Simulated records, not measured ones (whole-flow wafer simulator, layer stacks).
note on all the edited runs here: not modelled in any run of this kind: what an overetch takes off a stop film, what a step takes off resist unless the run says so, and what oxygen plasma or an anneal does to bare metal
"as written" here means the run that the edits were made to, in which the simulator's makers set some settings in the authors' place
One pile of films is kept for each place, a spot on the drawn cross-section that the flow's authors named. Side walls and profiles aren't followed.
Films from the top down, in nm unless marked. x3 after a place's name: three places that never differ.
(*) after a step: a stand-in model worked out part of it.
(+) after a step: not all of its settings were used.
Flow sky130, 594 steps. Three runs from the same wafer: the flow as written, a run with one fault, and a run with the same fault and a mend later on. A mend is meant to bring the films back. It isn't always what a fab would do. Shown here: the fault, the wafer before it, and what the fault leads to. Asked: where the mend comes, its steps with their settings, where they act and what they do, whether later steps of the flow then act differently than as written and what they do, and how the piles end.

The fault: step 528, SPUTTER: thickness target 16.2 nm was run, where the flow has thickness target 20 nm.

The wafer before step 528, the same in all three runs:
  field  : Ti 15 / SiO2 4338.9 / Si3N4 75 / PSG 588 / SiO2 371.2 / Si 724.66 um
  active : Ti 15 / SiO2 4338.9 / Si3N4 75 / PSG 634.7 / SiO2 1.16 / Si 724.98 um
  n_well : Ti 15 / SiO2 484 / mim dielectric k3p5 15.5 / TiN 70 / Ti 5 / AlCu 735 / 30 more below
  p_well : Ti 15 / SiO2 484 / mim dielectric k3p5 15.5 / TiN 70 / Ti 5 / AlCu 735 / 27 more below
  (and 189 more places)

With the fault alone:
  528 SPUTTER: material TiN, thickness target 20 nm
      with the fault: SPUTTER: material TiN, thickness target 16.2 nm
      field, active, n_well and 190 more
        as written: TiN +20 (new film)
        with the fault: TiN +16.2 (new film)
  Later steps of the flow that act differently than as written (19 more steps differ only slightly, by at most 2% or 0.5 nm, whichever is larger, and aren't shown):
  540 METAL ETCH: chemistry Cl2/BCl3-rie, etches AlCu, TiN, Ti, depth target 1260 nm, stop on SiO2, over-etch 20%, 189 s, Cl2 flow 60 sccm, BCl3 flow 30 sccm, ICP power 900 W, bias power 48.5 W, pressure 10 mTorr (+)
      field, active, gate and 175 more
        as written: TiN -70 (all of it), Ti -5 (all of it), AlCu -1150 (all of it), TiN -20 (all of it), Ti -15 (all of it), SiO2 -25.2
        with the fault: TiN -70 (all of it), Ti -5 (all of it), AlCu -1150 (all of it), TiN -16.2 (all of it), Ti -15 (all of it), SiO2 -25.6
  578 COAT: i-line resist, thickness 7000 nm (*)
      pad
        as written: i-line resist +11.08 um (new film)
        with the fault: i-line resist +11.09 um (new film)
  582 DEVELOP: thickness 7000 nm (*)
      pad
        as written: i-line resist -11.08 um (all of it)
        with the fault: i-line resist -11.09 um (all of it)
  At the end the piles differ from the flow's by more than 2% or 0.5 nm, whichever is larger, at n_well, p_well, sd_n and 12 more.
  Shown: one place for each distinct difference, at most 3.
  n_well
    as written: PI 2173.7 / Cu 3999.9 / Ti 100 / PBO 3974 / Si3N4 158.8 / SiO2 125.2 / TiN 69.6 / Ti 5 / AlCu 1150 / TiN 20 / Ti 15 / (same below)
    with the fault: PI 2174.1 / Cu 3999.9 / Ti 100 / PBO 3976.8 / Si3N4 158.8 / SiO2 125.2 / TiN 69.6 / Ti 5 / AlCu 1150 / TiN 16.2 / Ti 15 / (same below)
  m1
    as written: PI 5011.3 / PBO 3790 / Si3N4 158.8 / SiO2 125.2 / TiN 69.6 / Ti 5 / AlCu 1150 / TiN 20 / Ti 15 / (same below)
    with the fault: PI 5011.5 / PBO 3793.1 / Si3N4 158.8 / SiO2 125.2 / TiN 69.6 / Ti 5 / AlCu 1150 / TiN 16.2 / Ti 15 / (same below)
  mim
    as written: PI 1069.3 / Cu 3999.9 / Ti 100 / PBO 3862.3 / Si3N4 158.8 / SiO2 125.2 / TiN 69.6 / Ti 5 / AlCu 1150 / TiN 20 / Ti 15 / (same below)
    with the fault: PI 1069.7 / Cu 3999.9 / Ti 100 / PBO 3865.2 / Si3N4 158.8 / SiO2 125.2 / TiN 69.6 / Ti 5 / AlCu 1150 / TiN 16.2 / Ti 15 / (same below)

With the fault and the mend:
  The mend comes after step 528.
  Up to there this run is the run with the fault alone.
  528a SPUTTER: material TiN, thickness target 3.8 nm (the flow's step 528 once more, with other settings)
      field, active, n_well and 190 more
        TiN +3.8
  No later step of the flow acts differently than as written at any place that is followed.
  At the end the piles are the same as the flow's at every place that both follow.
